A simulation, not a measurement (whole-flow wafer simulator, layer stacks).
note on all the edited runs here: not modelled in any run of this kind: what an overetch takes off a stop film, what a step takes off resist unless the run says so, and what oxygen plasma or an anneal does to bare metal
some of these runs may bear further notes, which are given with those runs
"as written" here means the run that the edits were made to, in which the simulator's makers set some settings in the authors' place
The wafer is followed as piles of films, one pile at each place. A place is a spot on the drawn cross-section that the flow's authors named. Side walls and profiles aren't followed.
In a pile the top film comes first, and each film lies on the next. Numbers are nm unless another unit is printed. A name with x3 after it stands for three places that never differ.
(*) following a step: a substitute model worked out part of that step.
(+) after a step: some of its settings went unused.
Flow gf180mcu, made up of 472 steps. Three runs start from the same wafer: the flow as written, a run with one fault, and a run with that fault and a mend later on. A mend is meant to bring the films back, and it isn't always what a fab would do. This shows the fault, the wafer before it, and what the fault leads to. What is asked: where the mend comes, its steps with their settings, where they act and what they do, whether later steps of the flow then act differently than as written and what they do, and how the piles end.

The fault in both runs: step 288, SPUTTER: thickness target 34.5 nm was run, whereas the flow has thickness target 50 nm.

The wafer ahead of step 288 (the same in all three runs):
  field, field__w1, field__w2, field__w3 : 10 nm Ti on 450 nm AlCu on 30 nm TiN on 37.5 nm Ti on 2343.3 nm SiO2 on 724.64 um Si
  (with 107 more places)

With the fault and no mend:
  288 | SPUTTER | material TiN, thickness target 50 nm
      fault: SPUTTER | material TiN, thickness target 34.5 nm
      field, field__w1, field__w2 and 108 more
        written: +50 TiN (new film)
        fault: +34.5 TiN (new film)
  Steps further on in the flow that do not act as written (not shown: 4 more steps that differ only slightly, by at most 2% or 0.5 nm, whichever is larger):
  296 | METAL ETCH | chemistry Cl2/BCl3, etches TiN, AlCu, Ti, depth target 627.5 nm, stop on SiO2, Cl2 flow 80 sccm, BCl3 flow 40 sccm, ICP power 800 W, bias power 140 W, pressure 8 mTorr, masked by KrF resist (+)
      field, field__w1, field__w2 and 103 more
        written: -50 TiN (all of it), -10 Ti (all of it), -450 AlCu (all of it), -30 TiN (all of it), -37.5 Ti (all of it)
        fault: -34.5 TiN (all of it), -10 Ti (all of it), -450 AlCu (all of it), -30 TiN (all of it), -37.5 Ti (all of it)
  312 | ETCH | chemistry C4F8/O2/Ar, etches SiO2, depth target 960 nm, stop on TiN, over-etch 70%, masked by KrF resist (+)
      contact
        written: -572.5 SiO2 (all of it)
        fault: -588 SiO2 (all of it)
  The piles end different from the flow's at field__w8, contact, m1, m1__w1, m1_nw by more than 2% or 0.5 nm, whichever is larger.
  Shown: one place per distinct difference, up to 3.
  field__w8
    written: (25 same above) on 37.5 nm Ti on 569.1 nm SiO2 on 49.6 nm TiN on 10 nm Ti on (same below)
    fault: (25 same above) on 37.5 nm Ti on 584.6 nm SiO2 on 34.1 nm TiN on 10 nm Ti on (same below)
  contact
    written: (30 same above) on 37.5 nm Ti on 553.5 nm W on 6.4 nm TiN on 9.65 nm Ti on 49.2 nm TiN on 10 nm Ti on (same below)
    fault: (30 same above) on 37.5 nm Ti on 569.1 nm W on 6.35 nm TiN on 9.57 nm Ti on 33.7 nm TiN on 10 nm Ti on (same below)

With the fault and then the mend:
  The mend stands after step 295.
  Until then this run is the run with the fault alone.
  295a | STRIP | chemistry O2/N2, power 2160 W, pressure 1700 mTorr (*)
      field__w8, contact, m1, m1__w1, m1_nw
        -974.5 KrF resist (all of it)
  295b | SPUTTER | material TiN, thickness target 15.5 nm (a further turn of the flow's step 288, with different settings)
      field, field__w1, field__w2 and 108 more
        +15.5 TiN
  295c | HMDS | 120 C, 60 s (a further turn of the flow's step 290)
      alters no film at any place that is followed
  295d | COAT | KrF resist, thickness 1000 nm (a further turn of the flow's step 291)
      field, field__w1, field__w2 and 108 more
        +1000 KrF resist (new film)
  295e | SOFTBAKE | KrF resist (a further turn of the flow's step 292)
      alters no film at any place that is followed
  295f | EXPOSE | photomask Metal2 (a further turn of the flow's step 293)
      alters no film at any place that is followed
  295g | PEB | KrF resist, 135 C, 90 s (a further turn of the flow's step 294)
      field, field__w1, field__w2 and 108 more
        -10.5 KrF resist
  295h | DEVELOP | thickness 1000 nm, 60 s (a further turn of the flow's step 295)
      field, field__w1, field__w2 and 103 more
        -989.5 KrF resist (all of it)
      field__w8, contact, m1, m1__w1, m1_nw
        -14.9 KrF resist
  Every later step of the flow that is run acts as written at every place that is followed.
  At every place that both follow, the piles at the end match the flow's.
